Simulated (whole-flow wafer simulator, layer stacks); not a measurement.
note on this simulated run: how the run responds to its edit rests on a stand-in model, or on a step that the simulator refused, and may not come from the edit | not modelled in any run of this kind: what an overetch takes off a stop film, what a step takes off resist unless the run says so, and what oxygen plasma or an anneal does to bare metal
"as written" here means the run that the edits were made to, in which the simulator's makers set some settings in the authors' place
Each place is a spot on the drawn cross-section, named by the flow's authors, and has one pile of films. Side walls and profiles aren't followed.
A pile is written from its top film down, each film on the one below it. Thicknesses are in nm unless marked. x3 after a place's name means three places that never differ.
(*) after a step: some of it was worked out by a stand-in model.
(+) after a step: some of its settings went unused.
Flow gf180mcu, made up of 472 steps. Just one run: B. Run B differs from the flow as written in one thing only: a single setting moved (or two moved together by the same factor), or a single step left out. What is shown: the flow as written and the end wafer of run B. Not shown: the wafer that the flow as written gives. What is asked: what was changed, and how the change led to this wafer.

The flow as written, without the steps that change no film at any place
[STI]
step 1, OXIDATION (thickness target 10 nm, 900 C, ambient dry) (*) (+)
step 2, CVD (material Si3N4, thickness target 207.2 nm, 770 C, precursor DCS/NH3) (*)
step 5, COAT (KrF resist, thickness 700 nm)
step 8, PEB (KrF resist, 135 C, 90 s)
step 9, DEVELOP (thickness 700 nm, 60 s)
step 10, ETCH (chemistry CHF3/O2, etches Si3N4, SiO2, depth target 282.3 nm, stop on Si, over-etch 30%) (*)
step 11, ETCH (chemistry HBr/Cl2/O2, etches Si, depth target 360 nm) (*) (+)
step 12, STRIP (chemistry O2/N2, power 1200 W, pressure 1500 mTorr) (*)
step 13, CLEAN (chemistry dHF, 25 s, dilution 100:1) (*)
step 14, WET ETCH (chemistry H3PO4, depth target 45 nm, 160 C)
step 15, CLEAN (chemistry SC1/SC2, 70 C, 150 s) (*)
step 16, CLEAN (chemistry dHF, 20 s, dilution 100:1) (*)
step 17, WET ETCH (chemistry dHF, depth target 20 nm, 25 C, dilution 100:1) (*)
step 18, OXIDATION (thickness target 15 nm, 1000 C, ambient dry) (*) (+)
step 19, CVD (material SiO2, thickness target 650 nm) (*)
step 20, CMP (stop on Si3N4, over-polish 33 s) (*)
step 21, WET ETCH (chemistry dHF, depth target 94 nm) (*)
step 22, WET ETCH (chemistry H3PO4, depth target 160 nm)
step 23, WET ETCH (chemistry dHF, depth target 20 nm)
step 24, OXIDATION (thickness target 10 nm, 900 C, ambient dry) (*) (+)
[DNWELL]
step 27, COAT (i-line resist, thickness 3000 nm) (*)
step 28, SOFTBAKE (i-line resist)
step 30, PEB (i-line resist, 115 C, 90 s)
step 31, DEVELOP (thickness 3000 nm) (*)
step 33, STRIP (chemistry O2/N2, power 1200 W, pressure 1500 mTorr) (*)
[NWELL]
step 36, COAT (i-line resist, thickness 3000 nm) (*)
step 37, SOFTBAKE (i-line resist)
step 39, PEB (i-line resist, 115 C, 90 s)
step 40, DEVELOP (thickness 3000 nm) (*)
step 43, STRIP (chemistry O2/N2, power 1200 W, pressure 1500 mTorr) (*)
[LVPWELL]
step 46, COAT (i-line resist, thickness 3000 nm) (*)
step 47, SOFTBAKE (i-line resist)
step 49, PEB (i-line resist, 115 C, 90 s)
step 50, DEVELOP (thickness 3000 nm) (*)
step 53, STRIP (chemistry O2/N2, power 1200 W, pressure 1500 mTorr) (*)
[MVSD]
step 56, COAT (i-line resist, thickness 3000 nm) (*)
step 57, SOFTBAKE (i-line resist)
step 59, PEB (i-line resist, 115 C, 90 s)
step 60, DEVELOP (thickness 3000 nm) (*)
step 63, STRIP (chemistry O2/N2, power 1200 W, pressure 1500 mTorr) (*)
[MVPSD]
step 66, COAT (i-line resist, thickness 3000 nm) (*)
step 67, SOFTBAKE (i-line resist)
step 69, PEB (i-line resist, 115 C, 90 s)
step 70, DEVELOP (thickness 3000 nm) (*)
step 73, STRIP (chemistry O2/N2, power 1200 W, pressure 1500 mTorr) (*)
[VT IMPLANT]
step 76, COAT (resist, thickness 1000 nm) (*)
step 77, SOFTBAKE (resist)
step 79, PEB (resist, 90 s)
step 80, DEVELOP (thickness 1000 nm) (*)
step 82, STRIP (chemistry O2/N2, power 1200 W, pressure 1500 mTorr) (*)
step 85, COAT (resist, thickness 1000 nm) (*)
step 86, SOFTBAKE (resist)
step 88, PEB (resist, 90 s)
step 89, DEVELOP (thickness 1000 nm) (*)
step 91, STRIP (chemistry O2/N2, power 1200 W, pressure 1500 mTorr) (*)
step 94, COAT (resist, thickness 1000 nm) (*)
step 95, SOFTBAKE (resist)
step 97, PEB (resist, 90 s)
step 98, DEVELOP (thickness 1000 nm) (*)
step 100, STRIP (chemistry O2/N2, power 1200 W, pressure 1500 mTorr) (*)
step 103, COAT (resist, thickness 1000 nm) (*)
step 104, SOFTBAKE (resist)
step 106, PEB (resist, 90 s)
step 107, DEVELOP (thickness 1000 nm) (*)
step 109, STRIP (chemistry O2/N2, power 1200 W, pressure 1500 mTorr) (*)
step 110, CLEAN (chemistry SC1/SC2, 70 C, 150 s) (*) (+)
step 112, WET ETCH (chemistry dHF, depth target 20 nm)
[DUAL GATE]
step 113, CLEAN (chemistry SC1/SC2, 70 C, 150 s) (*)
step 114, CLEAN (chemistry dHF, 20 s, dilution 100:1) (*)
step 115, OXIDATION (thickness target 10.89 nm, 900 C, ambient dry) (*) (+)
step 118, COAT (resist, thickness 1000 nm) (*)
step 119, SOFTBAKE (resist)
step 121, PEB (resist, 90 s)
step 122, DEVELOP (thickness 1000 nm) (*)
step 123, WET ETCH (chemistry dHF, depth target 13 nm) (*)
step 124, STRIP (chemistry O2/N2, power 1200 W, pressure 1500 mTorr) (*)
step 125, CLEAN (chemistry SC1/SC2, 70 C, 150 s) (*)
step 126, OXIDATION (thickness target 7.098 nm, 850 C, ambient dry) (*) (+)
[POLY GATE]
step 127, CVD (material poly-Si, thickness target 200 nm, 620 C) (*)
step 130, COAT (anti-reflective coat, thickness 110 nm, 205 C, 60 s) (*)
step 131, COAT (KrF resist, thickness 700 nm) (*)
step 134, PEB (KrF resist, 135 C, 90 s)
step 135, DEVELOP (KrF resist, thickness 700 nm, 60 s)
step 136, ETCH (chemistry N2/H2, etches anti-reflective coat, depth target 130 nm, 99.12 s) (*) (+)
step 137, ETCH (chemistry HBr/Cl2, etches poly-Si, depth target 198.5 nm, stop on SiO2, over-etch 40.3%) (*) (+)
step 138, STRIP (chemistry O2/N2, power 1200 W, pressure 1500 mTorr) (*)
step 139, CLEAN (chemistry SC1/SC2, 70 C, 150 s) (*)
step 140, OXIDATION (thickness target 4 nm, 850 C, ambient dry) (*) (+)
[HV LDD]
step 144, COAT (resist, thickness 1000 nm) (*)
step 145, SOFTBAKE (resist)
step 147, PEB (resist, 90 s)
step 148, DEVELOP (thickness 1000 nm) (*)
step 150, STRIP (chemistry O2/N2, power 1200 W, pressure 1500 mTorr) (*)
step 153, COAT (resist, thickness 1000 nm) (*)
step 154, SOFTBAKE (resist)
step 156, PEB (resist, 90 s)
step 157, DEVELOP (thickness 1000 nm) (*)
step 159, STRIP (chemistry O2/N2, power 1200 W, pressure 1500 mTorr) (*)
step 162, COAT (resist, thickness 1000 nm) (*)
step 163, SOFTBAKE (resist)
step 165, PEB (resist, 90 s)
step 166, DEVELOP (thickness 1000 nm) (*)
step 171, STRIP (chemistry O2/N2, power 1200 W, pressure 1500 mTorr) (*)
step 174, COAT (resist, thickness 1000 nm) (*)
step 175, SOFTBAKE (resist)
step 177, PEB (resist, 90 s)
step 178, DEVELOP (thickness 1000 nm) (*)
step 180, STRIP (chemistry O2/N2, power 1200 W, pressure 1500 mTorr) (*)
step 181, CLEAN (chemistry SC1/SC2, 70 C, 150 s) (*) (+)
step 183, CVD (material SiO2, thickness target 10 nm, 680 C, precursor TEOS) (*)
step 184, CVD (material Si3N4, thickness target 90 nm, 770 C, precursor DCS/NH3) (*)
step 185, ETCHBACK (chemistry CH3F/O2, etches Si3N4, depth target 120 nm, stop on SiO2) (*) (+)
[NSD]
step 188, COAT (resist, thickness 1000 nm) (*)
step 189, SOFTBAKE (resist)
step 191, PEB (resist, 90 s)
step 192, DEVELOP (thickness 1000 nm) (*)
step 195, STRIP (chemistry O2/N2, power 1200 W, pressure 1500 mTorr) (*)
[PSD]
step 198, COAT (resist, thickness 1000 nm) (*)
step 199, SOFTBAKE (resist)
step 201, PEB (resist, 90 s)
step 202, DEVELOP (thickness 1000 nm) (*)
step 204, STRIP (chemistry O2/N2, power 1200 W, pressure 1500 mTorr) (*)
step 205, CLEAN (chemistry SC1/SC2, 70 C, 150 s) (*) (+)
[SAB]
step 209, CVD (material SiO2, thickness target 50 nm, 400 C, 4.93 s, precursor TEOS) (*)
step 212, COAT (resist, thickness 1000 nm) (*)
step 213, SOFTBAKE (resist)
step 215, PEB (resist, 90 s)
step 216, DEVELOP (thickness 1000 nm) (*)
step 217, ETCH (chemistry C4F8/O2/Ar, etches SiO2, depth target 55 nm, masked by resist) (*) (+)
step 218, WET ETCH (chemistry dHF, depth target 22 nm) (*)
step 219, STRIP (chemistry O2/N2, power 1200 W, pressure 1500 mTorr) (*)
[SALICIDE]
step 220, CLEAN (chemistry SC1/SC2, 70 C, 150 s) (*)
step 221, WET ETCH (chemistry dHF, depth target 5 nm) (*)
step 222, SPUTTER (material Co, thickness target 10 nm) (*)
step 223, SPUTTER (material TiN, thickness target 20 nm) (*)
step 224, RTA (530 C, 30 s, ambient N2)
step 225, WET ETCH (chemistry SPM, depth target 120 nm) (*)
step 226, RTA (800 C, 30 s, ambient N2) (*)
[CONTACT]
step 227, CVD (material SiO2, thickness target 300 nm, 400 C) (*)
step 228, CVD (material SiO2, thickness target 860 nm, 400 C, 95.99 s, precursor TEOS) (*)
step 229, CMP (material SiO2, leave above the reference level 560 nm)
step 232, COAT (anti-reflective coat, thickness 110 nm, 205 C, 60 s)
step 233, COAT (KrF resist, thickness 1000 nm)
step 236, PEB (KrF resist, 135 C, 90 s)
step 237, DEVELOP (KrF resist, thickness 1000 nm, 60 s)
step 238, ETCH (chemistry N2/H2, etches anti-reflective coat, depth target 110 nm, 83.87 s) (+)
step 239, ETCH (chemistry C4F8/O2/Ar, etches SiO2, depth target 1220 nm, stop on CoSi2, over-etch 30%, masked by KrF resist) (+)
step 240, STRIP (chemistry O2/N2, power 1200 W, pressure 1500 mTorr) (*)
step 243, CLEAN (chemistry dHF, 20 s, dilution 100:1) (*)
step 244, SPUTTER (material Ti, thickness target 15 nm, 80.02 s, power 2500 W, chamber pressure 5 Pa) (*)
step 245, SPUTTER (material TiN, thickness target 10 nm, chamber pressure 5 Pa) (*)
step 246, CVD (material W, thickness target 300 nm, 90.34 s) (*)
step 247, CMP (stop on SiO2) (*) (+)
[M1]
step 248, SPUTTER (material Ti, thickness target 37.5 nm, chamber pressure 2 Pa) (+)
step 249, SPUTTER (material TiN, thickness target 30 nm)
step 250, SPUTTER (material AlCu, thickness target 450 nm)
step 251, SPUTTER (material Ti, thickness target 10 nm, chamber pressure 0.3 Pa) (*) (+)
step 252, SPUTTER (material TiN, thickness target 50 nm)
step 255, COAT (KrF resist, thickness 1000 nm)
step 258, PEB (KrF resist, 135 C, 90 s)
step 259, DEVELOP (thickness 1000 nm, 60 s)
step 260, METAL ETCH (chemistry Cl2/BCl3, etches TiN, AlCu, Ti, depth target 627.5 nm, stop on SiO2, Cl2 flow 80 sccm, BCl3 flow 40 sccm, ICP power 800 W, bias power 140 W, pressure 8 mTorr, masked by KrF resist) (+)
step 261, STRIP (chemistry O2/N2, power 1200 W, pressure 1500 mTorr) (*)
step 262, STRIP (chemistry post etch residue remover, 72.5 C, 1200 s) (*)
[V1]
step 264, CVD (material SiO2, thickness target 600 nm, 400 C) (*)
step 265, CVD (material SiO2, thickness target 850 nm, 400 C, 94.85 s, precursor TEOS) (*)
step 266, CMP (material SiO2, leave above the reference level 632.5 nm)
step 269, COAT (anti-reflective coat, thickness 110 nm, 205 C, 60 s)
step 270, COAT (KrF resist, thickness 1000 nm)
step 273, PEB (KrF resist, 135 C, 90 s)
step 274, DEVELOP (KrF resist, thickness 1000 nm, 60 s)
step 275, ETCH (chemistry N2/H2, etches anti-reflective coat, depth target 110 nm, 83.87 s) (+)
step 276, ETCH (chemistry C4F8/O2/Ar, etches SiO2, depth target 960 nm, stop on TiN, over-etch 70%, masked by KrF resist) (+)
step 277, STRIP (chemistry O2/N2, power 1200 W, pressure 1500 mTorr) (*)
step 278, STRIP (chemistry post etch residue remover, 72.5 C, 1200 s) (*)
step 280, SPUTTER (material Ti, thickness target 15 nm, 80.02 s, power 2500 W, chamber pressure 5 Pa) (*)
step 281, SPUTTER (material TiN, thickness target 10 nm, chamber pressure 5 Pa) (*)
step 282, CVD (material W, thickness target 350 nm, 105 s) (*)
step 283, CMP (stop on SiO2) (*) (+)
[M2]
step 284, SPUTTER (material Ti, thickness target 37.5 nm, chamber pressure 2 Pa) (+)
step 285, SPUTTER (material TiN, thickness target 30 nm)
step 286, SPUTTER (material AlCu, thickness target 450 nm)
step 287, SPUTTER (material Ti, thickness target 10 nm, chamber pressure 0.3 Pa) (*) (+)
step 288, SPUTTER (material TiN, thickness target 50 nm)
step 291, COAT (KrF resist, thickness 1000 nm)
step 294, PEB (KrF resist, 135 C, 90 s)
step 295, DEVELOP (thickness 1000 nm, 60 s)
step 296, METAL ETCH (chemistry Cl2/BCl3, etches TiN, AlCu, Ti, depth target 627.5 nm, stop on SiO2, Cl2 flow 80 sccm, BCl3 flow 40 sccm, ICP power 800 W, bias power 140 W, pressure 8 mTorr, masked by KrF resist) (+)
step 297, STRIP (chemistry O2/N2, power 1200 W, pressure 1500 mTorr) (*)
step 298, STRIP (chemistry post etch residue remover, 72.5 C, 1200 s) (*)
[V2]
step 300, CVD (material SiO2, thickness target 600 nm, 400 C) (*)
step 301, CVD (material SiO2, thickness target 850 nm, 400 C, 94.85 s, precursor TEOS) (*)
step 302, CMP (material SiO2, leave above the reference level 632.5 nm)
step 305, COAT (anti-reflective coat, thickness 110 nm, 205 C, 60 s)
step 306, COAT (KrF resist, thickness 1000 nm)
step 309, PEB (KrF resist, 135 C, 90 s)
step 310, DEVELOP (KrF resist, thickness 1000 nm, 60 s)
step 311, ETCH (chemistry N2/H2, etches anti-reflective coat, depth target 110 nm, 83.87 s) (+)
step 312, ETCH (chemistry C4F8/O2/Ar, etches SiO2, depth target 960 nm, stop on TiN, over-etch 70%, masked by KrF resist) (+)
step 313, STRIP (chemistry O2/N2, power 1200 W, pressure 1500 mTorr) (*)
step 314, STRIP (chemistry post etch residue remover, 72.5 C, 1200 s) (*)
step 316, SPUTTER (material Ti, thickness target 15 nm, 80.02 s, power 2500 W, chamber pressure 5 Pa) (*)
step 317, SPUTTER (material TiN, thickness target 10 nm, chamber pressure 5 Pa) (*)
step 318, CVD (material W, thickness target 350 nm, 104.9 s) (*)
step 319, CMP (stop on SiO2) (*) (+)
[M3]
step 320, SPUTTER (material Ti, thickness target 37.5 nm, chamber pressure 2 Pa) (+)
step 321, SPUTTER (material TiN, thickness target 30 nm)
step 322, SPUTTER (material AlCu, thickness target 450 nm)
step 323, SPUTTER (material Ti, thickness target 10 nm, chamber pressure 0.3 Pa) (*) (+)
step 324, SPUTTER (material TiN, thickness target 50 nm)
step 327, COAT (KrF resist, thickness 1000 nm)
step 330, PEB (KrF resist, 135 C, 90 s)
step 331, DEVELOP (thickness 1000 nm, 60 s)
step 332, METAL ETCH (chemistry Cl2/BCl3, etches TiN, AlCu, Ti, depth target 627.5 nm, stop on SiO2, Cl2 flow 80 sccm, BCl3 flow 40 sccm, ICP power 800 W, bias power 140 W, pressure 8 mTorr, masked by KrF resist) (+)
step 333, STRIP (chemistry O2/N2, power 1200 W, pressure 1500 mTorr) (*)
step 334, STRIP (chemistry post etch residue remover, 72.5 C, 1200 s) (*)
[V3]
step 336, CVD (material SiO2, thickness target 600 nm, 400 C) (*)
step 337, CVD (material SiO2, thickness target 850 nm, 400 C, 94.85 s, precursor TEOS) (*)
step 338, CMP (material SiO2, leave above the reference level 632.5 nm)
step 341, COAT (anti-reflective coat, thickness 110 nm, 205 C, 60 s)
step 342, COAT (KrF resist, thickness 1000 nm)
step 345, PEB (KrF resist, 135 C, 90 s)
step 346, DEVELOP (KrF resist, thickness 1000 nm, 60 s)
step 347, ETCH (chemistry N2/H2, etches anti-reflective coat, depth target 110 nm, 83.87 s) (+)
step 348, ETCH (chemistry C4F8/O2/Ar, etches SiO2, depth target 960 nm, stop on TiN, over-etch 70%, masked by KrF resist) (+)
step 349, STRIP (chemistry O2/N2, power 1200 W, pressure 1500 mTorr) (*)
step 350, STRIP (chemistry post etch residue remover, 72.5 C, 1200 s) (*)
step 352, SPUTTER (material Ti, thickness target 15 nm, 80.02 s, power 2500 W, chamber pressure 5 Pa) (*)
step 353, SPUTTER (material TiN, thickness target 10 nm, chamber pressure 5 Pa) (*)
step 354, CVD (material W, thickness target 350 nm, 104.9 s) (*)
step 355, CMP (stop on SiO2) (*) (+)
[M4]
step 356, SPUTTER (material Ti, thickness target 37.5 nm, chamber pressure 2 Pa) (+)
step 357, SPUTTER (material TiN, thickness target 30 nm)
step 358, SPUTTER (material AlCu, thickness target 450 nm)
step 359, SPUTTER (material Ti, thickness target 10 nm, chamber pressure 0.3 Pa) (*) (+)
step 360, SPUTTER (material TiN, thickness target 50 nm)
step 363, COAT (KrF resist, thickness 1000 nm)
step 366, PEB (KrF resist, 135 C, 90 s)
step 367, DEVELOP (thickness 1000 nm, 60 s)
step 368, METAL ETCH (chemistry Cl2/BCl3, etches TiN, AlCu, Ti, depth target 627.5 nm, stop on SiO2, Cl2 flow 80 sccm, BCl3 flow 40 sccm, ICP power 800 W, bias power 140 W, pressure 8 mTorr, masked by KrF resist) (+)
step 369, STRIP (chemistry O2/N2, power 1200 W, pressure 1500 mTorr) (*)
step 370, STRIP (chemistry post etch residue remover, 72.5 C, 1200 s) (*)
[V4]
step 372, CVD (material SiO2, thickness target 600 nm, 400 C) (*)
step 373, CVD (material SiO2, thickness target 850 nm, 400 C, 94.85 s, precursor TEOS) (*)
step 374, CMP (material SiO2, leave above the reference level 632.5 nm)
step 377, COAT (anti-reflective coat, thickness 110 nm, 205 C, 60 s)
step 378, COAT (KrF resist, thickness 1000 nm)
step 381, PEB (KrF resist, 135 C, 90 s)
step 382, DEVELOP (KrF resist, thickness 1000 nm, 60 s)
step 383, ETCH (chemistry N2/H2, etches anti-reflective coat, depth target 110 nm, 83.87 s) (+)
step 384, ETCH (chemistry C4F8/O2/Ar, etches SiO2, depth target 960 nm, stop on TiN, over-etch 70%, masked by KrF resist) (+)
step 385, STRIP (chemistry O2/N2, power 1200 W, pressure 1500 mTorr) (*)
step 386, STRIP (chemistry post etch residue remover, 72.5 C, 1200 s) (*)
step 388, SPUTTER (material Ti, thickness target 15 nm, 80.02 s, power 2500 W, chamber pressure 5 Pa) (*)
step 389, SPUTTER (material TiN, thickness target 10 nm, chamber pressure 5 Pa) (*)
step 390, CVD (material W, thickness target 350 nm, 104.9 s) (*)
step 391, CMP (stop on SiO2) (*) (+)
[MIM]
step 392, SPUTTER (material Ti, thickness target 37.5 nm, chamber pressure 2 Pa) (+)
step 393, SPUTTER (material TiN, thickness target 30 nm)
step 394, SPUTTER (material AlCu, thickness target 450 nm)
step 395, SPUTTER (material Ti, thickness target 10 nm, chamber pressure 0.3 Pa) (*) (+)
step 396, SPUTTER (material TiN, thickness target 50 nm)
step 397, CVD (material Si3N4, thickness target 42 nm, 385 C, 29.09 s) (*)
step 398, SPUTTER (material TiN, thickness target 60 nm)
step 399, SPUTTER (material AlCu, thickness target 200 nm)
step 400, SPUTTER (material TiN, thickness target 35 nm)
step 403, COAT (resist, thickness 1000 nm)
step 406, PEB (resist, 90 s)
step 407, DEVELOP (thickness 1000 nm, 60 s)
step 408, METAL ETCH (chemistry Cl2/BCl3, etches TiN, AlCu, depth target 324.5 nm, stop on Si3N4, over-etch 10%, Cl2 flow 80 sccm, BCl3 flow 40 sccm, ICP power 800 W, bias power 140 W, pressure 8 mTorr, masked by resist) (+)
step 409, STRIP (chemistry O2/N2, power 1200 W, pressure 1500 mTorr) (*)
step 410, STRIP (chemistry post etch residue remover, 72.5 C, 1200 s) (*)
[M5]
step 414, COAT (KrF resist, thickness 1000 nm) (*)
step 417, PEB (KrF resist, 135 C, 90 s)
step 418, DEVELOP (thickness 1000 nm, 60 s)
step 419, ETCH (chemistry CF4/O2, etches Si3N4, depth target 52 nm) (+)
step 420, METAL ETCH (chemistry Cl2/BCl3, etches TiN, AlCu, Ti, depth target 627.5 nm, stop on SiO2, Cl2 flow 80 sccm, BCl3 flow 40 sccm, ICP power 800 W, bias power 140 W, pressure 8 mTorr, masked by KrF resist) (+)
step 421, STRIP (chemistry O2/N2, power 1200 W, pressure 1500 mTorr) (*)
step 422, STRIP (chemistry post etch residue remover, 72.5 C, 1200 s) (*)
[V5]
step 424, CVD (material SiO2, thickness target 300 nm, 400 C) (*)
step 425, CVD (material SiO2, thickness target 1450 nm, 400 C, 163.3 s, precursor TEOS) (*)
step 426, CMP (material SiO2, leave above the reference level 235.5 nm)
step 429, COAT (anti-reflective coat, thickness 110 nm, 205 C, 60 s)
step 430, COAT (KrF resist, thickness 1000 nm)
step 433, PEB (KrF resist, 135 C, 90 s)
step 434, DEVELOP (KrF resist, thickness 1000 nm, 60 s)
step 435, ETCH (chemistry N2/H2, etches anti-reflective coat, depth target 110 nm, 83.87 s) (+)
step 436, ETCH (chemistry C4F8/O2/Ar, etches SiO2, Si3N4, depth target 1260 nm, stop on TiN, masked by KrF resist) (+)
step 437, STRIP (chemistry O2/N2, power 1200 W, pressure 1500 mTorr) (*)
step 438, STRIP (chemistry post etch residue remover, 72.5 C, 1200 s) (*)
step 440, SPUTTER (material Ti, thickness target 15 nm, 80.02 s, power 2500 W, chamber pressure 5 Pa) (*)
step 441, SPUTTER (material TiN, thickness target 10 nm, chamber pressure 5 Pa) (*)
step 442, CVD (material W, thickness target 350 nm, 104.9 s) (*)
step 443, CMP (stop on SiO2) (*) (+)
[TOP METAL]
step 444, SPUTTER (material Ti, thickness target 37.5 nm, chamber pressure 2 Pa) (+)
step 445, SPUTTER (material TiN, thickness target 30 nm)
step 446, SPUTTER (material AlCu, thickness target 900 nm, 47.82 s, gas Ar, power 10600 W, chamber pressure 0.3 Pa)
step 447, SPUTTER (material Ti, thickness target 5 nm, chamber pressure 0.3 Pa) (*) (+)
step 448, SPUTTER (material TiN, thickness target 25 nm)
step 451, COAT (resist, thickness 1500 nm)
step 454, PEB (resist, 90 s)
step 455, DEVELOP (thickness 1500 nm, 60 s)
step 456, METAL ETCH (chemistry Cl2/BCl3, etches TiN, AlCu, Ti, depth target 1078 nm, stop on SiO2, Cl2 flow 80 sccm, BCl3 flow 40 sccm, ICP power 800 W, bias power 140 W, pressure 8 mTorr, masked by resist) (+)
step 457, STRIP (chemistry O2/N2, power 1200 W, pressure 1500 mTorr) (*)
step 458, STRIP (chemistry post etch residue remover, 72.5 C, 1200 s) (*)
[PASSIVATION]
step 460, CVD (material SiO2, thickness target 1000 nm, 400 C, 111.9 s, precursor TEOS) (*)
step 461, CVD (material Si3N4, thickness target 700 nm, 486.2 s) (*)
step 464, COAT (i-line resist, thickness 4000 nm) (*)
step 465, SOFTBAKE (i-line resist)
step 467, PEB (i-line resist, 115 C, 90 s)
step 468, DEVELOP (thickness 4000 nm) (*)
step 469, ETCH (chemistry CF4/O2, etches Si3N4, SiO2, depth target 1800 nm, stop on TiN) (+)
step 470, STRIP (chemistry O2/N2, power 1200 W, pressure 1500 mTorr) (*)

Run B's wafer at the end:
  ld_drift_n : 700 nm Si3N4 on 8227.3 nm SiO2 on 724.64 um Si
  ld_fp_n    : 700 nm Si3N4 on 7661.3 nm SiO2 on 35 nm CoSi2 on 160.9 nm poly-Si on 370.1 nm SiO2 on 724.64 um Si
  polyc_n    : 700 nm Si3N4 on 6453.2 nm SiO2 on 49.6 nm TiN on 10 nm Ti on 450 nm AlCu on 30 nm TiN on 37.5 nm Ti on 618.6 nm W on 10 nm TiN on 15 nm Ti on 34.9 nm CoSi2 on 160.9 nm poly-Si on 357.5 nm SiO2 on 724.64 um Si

What caused this: step 112, WET ETCH: depth target 30 nm was run, though the flow has depth target 20 nm.

How this came from the change, step by step:
  step 112, WET ETCH (chemistry dHF, depth target 20 nm)
      field, field__w2, field__w3 and 43 more: SiO2 loses 33 (it would be, as written: SiO2 loses 22)
  step 130, COAT (anti-reflective coat, thickness 110 nm, 205 C, 60 s) (*)
      p_well, spacer, sd_n: anti-reflective coat gains 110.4 (new film) (it would be, as written: anti-reflective coat gains 121 (new film))
      gate, gate_p: anti-reflective coat gains 112.2 (new film) (it would be, as written: anti-reflective coat gains 117 (new film))
      (and at 67 other places as well)
  step 136, ETCH (chemistry N2/H2, etches anti-reflective coat, depth target 130 nm, 99.12 s) (*) (+)
      p_well, spacer, sd_n: anti-reflective coat loses 110.4 (all of it), poly-Si loses 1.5 (it would be, as written: anti-reflective coat loses 121 (all of it), poly-Si loses 1.23)
      field__w1: anti-reflective coat loses 106 (all of it), poly-Si loses 1.61 (it would be, as written: anti-reflective coat loses 99.6 (all of it), poly-Si loses 1.78)
      (and at 48 other places as well)
  step 138, STRIP (chemistry O2/N2, power 1200 W, pressure 1500 mTorr) (*)
      gate: chemical SiO2 gains 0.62 (new film), KrF resist loses 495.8 (all of it), anti-reflective coat loses 112.2 (all of it), poly-Si loses 0.27 (it would be, as written: chemical SiO2 gains 0.62 (new film), KrF resist loses 496.5 (all of it), anti-reflective coat loses 117 (all of it), poly-Si loses 0.27)
      gate_hv: chemical SiO2 gains 0.62 (new film), KrF resist loses 493.6 (all of it), anti-reflective coat loses 107 (all of it), poly-Si loses 0.27 (it would be, as written: chemical SiO2 gains 0.62 (new film), KrF resist loses 495.3 (all of it), anti-reflective coat loses 109.8 (all of it), poly-Si loses 0.27)
      (and at 18 other places as well)
  step 144, COAT (resist, thickness 1000 nm) (*)
      field__w6: resist gains 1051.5 (new film) (it would be, as written: resist gains 1022.5 (new film))
  step 145, SOFTBAKE (resist)
      field: resist gains 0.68 (it would be, as written: nothing)
      nw_enc_fld_lv__w3: resist loses 0.36 (it would be, as written: resist gains 0.39)
      (and at 1 other place as well)
  step 147, PEB (resist, 90 s)
      field__w6: resist loses 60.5 (it would be, as written: resist loses 58.6)
  step 150, STRIP (chemistry O2/N2, power 1200 W, pressure 1500 mTorr) (*)
      field__w6: resist loses 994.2 (all of it) (it would be, as written: resist loses 965.9 (all of it))
  step 153, COAT (resist, thickness 1000 nm) (*)
      field__w6: resist gains 1051.5 (new film) (it would be, as written: resist gains 1022.5 (new film))
  step 154, SOFTBAKE (resist)
      field: resist gains 0.68 (it would be, as written: nothing)
      nw_enc_fld_lv__w3: resist loses 0.36 (it would be, as written: resist gains 0.39)
      (and at 1 other place as well)
  step 156, PEB (resist, 90 s)
      field__w6: resist loses 60.5 (it would be, as written: resist loses 58.6)
  step 159, STRIP (chemistry O2/N2, power 1200 W, pressure 1500 mTorr) (*)
      field__w6: resist loses 994.2 (all of it) (it would be, as written: resist loses 965.9 (all of it))
  step 162, COAT (resist, thickness 1000 nm) (*)
      field__w6: resist gains 1051.5 (new film) (it would be, as written: resist gains 1022.5 (new film))
  step 163, SOFTBAKE (resist)
      field: resist gains 0.68 (it would be, as written: nothing)
      nw_enc_fld_lv__w3: resist loses 0.36 (it would be, as written: resist gains 0.39)
      (and at 1 other place as well)
  step 165, PEB (resist, 90 s)
      field__w6: resist loses 60.5 (it would be, as written: resist loses 58.6)
  step 166, DEVELOP (thickness 1000 nm) (*)
      field__w6: resist loses 994.2 (all of it) (it would be, as written: resist loses 965.9 (all of it))
  ... 10 other steps ...
  step 229, CMP (material SiO2, leave above the reference level 560 nm)
      ldn_sep__w1, ldn_sep__w2, ldn_fld__w1, ldp_sep__w2, ldp_dft, ldp_out, ldp_fld__w2, ldp_fld__w3: SiO2 loses 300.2 (it would be, as written: SiO2 loses 311.1)
      sti, mim_1p0, pad, dice_street, iso_nw_fld, iso_fld_sub: SiO2 loses 286 (it would be, as written: SiO2 loses 297)
      (and at 51 other places as well)
